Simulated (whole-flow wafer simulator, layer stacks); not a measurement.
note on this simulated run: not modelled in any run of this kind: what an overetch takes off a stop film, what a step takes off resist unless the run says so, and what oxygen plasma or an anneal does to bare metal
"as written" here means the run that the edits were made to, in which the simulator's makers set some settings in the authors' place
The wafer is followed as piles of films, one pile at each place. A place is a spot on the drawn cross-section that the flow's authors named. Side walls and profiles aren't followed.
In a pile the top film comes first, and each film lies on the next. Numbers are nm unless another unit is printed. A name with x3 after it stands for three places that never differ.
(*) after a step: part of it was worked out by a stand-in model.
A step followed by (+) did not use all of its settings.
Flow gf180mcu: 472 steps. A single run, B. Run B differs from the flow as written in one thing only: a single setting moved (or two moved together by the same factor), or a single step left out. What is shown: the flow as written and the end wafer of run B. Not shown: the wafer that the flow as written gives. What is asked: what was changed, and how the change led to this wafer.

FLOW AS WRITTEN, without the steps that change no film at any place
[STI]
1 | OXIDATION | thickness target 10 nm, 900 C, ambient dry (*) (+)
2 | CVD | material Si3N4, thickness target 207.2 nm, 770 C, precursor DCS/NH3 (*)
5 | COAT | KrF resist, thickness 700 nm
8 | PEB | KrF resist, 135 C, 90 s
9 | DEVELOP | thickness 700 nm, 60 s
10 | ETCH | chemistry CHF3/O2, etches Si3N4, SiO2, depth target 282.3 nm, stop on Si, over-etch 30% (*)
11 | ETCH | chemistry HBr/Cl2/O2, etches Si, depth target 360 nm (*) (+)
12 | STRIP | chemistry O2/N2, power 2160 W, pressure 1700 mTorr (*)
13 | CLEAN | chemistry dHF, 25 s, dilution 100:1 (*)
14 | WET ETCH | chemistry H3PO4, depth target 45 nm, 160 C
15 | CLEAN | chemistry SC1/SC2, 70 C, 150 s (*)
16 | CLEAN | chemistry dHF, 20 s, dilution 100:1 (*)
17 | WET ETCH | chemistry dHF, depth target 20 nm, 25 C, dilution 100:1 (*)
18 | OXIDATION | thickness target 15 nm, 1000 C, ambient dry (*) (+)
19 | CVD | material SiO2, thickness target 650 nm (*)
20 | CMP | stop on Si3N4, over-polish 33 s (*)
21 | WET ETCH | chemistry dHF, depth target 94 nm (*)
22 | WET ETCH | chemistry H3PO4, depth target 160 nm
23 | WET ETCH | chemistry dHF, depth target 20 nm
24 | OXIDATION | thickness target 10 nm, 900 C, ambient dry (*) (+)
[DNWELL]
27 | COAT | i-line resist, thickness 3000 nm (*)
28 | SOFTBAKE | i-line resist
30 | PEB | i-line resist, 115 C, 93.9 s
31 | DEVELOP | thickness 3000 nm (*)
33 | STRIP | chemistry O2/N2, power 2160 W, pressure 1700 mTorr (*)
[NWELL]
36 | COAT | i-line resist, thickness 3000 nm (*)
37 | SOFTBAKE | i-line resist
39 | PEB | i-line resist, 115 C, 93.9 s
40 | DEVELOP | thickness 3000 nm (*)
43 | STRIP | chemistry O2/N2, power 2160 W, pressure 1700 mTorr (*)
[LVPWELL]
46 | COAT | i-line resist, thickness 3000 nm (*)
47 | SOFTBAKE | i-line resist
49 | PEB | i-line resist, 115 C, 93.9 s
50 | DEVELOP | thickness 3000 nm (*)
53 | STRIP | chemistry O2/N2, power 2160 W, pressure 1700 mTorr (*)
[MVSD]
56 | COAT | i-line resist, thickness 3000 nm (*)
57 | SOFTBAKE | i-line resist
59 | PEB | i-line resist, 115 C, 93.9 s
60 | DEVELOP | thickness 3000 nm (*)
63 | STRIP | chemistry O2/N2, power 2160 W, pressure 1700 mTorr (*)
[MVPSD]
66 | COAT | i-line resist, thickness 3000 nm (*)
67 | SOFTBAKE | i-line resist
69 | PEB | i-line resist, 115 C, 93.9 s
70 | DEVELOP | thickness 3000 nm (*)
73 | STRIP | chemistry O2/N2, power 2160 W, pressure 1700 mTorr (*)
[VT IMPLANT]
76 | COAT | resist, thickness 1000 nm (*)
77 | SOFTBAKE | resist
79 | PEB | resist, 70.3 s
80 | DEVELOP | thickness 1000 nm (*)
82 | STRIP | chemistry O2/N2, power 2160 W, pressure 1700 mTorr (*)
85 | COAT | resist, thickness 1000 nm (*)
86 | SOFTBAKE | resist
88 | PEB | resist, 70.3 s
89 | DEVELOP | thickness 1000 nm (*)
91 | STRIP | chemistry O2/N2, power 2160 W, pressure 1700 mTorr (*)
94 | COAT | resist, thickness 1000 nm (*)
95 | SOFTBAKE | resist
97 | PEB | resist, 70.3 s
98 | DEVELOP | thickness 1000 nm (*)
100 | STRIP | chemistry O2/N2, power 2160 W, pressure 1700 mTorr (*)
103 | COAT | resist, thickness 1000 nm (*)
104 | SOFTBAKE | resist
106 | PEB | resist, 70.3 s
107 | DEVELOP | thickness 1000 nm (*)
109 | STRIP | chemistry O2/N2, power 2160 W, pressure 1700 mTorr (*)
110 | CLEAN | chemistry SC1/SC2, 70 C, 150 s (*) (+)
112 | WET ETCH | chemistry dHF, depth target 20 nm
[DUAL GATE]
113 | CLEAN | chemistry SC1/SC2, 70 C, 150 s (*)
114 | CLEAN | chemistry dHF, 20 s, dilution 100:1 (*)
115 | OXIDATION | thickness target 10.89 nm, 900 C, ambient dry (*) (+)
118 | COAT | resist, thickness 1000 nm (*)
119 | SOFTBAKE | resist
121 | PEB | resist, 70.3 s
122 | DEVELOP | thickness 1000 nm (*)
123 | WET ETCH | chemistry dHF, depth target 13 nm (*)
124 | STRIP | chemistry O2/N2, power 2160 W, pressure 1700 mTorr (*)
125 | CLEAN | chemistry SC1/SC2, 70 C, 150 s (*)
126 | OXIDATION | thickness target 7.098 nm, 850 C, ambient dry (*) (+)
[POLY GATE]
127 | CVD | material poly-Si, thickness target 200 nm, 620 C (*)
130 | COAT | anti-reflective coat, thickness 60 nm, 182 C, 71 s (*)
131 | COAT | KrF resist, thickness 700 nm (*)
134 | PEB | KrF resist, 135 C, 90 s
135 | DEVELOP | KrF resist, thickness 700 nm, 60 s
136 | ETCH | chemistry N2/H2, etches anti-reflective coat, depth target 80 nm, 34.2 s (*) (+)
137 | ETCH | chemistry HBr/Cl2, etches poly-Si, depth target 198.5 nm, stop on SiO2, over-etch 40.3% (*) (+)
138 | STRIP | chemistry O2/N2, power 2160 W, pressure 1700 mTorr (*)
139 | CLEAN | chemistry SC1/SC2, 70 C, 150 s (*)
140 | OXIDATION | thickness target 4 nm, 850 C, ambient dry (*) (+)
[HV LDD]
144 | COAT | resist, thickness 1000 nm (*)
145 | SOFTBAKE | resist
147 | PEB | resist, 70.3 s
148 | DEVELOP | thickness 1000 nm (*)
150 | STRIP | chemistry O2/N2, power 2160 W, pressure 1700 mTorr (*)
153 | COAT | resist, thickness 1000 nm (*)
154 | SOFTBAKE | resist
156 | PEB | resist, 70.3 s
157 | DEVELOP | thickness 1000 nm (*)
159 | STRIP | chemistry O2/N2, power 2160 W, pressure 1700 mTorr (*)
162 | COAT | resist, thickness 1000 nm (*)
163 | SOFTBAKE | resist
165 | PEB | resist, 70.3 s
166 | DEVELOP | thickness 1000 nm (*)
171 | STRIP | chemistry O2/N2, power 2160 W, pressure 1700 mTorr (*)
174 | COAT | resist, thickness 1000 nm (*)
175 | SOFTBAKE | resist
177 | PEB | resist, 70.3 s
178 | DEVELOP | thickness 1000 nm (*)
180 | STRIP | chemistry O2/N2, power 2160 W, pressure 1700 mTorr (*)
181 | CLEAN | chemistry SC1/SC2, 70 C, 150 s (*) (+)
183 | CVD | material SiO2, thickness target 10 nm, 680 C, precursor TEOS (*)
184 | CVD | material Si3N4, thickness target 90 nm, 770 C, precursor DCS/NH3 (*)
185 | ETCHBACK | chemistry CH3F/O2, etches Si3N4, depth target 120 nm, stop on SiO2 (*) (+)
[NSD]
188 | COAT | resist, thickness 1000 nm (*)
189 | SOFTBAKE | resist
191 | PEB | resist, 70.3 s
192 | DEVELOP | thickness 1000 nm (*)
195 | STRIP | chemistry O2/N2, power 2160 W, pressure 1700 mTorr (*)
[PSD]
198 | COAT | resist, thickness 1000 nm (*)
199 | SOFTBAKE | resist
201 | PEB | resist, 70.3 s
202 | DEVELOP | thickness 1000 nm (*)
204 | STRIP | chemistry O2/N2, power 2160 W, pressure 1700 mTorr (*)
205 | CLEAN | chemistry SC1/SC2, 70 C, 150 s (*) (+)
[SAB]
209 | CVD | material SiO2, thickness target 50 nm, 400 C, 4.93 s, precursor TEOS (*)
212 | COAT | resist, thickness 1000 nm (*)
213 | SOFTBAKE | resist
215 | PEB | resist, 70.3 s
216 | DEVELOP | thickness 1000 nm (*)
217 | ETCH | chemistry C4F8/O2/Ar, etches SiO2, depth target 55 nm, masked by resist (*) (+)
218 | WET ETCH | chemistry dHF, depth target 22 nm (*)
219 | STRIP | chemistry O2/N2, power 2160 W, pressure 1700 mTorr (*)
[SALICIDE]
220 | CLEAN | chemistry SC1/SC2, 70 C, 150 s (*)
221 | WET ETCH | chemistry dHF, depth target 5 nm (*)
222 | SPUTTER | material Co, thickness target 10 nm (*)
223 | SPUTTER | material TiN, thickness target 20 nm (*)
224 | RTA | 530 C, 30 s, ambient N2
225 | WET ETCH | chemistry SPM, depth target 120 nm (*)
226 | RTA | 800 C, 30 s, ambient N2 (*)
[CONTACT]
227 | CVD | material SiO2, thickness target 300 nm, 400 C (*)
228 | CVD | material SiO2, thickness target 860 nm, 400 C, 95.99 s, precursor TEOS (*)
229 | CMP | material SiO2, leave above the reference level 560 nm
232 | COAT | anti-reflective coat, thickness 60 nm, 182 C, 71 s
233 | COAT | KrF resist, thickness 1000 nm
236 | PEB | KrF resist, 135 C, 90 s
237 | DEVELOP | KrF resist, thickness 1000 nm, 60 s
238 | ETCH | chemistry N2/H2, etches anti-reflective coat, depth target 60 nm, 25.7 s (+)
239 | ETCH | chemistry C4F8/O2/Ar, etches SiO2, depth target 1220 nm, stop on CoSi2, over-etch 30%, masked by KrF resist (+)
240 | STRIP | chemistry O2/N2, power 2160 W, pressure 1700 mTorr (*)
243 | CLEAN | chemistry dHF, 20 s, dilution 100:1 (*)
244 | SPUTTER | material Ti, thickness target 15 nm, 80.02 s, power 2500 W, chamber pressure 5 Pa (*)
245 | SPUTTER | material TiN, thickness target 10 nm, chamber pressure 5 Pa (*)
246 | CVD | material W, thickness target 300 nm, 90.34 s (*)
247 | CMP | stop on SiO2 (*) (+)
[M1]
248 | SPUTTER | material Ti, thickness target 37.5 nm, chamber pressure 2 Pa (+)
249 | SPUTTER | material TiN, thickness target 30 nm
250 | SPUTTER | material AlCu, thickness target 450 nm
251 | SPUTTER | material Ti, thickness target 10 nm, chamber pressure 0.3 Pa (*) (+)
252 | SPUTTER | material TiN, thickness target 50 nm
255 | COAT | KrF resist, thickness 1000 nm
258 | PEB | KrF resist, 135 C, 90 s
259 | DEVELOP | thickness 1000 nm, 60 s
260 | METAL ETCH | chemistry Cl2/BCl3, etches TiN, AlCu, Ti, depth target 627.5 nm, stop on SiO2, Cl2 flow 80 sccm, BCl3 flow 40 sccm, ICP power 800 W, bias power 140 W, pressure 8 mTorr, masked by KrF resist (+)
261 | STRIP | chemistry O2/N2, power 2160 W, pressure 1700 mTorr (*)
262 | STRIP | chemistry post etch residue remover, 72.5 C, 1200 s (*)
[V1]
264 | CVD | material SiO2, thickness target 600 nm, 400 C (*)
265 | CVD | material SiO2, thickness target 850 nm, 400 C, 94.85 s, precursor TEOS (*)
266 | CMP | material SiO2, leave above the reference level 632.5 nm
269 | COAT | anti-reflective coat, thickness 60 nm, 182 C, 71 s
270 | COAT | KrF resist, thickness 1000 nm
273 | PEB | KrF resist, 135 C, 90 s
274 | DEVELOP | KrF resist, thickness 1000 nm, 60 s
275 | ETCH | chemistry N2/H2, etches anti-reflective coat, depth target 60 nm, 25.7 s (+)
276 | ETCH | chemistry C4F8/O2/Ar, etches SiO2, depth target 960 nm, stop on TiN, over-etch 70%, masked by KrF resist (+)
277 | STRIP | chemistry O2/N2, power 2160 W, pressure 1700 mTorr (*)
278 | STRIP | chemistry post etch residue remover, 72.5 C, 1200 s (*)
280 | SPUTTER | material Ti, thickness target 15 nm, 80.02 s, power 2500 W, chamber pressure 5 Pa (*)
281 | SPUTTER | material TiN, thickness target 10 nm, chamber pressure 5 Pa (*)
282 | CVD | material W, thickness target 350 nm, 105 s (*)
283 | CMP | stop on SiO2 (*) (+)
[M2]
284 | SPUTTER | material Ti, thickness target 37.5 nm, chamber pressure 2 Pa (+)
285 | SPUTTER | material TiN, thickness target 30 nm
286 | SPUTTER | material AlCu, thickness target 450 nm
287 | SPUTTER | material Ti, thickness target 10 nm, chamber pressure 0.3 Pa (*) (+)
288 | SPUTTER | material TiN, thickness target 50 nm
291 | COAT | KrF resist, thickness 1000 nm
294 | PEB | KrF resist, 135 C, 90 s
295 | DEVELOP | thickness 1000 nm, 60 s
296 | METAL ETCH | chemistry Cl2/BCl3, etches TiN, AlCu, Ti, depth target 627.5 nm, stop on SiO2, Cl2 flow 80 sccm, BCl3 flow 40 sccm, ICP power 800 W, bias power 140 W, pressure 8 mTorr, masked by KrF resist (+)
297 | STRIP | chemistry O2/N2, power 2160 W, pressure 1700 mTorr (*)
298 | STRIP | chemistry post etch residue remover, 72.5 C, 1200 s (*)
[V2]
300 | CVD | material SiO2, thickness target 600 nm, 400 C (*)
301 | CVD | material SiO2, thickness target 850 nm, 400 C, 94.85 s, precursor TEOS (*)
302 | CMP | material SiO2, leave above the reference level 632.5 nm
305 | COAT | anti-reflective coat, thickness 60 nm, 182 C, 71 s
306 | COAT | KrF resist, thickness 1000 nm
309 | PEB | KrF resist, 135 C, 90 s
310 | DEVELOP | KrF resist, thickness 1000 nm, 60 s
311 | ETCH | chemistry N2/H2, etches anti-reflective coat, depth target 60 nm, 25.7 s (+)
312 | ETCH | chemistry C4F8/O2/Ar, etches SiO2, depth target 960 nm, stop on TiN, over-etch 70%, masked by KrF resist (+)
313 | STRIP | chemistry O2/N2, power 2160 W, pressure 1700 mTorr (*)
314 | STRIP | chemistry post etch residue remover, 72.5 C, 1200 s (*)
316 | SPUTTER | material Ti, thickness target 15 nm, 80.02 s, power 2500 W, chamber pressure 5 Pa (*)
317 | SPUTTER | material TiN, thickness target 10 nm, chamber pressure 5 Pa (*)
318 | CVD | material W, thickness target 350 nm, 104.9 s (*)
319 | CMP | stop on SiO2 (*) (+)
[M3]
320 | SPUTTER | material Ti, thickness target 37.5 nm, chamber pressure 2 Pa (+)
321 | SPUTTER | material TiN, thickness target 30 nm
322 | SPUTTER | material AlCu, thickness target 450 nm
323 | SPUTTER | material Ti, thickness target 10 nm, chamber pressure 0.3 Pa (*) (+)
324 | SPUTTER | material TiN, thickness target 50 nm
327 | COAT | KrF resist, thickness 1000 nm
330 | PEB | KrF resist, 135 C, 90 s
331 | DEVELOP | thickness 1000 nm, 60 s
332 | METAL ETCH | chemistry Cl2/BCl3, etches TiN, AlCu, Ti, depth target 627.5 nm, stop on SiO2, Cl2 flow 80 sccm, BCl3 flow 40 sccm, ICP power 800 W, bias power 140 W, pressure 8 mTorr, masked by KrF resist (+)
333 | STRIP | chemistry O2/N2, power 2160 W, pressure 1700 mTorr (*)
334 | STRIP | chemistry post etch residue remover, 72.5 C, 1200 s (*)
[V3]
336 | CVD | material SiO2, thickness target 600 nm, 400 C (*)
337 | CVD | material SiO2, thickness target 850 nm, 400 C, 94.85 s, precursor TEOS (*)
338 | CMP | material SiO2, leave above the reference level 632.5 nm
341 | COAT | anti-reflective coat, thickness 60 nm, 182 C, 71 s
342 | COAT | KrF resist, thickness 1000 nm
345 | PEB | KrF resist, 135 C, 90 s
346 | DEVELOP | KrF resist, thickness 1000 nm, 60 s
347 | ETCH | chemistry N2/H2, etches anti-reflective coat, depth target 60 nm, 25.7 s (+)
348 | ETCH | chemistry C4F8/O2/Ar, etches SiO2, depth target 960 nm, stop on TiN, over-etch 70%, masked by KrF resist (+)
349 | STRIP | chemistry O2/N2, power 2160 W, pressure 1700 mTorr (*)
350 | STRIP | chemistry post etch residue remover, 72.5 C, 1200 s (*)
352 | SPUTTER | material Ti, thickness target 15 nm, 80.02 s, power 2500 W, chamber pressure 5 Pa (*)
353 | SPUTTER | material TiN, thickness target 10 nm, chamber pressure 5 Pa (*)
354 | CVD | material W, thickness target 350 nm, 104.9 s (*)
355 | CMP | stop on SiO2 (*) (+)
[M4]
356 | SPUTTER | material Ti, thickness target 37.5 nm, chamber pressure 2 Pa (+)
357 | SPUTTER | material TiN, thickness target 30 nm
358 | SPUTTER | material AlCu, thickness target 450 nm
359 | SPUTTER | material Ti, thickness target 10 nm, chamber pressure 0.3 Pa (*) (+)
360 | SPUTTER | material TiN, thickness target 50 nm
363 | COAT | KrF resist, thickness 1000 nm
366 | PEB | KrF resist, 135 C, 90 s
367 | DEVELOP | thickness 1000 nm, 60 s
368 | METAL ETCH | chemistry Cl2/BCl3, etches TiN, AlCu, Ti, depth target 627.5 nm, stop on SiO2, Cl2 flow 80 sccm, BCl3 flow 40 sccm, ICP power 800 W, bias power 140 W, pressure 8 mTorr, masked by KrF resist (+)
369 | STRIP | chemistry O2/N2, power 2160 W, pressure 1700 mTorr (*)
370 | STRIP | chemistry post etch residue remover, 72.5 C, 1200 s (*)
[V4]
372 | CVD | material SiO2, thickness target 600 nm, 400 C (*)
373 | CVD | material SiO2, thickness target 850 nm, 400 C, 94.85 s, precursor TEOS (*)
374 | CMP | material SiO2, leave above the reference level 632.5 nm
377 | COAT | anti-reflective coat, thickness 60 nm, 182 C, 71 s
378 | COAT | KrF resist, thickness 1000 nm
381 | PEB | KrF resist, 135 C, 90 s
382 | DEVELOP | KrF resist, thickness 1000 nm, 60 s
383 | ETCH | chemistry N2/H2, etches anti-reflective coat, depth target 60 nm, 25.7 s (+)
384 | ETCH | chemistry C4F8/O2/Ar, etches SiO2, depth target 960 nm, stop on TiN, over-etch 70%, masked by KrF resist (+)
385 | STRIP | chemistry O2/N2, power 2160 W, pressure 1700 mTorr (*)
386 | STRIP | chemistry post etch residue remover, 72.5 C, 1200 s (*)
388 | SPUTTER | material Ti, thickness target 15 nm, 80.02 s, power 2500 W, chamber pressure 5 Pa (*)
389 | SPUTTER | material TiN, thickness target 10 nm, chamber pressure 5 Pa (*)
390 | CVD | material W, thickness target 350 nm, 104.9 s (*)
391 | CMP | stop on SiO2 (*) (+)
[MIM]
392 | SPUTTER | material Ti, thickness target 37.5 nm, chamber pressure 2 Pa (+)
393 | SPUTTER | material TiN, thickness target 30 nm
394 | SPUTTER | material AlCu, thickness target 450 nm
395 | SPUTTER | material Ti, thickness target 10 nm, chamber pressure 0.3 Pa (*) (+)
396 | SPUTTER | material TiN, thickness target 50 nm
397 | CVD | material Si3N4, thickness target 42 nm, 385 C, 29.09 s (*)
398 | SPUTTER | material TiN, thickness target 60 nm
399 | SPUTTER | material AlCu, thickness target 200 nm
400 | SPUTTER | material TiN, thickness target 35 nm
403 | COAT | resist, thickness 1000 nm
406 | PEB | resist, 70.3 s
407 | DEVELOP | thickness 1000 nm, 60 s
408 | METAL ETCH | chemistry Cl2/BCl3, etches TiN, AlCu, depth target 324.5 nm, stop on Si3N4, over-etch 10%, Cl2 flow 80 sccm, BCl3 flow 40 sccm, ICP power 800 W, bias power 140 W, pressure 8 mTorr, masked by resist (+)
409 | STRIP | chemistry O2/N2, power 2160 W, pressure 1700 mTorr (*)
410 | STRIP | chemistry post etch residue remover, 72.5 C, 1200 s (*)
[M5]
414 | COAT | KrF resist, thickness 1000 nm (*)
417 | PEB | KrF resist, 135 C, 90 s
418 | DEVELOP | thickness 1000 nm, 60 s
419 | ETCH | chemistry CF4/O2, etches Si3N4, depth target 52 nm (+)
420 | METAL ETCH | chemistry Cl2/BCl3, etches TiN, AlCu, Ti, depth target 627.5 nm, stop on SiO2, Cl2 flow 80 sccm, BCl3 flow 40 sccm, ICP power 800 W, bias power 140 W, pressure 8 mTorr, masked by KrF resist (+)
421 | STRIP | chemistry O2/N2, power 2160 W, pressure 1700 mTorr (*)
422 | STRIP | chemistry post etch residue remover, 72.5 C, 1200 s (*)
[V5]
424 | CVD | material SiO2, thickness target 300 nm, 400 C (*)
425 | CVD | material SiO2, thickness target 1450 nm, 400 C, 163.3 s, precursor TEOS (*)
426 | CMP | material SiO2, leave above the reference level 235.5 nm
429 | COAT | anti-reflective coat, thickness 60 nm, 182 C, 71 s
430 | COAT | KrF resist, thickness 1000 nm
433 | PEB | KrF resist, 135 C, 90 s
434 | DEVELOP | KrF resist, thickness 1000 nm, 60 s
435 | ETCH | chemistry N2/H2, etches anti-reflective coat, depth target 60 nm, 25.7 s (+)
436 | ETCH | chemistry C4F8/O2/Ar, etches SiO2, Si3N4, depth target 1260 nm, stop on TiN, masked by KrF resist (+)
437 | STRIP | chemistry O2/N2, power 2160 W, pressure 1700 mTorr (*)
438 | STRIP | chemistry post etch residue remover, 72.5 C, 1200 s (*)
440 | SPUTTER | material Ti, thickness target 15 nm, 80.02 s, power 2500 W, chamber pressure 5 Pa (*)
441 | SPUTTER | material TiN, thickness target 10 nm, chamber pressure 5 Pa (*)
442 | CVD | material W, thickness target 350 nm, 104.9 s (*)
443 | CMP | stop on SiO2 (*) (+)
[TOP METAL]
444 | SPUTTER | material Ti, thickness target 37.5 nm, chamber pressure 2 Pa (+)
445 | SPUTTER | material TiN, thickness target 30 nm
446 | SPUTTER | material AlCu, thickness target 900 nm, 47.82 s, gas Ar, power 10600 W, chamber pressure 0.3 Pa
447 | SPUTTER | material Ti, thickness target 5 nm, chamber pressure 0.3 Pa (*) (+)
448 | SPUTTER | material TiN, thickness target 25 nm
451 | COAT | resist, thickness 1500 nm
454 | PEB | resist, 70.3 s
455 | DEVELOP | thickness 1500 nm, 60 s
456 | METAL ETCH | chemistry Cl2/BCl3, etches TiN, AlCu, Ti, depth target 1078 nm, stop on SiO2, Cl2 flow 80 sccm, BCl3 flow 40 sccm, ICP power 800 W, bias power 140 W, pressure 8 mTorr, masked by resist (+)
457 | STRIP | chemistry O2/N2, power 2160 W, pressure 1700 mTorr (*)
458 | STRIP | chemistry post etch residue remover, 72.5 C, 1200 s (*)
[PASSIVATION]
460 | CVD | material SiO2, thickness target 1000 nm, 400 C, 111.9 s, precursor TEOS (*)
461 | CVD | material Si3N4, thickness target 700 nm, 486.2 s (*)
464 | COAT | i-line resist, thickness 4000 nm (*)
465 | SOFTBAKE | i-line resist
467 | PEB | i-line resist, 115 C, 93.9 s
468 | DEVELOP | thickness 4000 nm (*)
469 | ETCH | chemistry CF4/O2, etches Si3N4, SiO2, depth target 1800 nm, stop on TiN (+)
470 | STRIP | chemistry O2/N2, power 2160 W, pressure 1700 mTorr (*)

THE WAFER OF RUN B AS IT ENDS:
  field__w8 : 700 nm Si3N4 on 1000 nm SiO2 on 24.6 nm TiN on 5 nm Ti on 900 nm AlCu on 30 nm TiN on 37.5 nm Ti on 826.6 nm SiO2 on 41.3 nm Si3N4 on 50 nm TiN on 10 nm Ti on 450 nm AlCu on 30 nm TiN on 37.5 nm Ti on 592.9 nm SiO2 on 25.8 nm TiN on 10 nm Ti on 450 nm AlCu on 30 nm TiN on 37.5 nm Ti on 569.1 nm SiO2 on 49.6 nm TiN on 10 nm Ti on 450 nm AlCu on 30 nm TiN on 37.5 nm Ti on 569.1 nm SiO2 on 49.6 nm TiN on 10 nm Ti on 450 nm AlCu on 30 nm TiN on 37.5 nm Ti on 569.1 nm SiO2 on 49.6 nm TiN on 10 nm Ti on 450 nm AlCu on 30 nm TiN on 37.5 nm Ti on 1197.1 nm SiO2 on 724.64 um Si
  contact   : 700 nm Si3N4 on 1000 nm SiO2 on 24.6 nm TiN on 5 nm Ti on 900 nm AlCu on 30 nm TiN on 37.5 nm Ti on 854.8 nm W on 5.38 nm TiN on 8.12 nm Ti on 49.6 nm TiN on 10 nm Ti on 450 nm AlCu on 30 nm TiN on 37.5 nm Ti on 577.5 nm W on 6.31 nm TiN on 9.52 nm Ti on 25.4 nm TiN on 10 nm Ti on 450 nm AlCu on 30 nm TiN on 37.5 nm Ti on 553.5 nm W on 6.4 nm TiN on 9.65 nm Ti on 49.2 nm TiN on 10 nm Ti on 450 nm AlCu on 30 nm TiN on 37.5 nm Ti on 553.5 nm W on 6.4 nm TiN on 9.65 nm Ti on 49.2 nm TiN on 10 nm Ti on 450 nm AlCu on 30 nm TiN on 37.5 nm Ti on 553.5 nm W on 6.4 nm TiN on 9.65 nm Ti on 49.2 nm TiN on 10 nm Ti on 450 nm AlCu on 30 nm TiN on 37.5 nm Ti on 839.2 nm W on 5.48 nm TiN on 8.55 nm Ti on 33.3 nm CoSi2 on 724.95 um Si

What caused this: step 360, SPUTTER: thickness target 26.2 nm was run, though the flow has thickness target 50 nm.

Step by step, how the change led to this:
  360 | SPUTTER | material TiN, thickness target 50 nm
      field, field__w1, field__w2 and 108 more: TiN gains 26.2 (new film) (it would be, as written: TiN gains 50 (new film))
  368 | METAL ETCH | chemistry Cl2/BCl3, etches TiN, AlCu, Ti, depth target 627.5 nm, stop on SiO2, Cl2 flow 80 sccm, BCl3 flow 40 sccm, ICP power 800 W, bias power 140 W, pressure 8 mTorr, masked by KrF resist (+)
      field, field__w1, field__w2 and 103 more: TiN loses 26.2 (all of it), Ti loses 10 (all of it), AlCu loses 450 (all of it), TiN loses 30 (all of it), Ti loses 37.5 (all of it) (it would be, as written: TiN loses 50 (all of it), Ti loses 10 (all of it), AlCu loses 450 (all of it), TiN loses 30 (all of it), Ti loses 37.5 (all of it))
  374 | CMP | material SiO2, leave above the reference level 632.5 nm
      field__w8, contact, m1, m1__w1, m1_nw: SiO2 loses 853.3 (it would be, as written: SiO2 loses 877.1)
  384 | ETCH | chemistry C4F8/O2/Ar, etches SiO2, depth target 960 nm, stop on TiN, over-etch 70%, masked by KrF resist (+)
      contact: SiO2 loses 596.3 (all of it) (it would be, as written: SiO2 loses 572.5 (all of it))
  390 | CVD | material W, thickness target 350 nm, 104.9 s (*)
      contact: W gains 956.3 (new film) (it would be, as written: W gains 932.3 (new film))
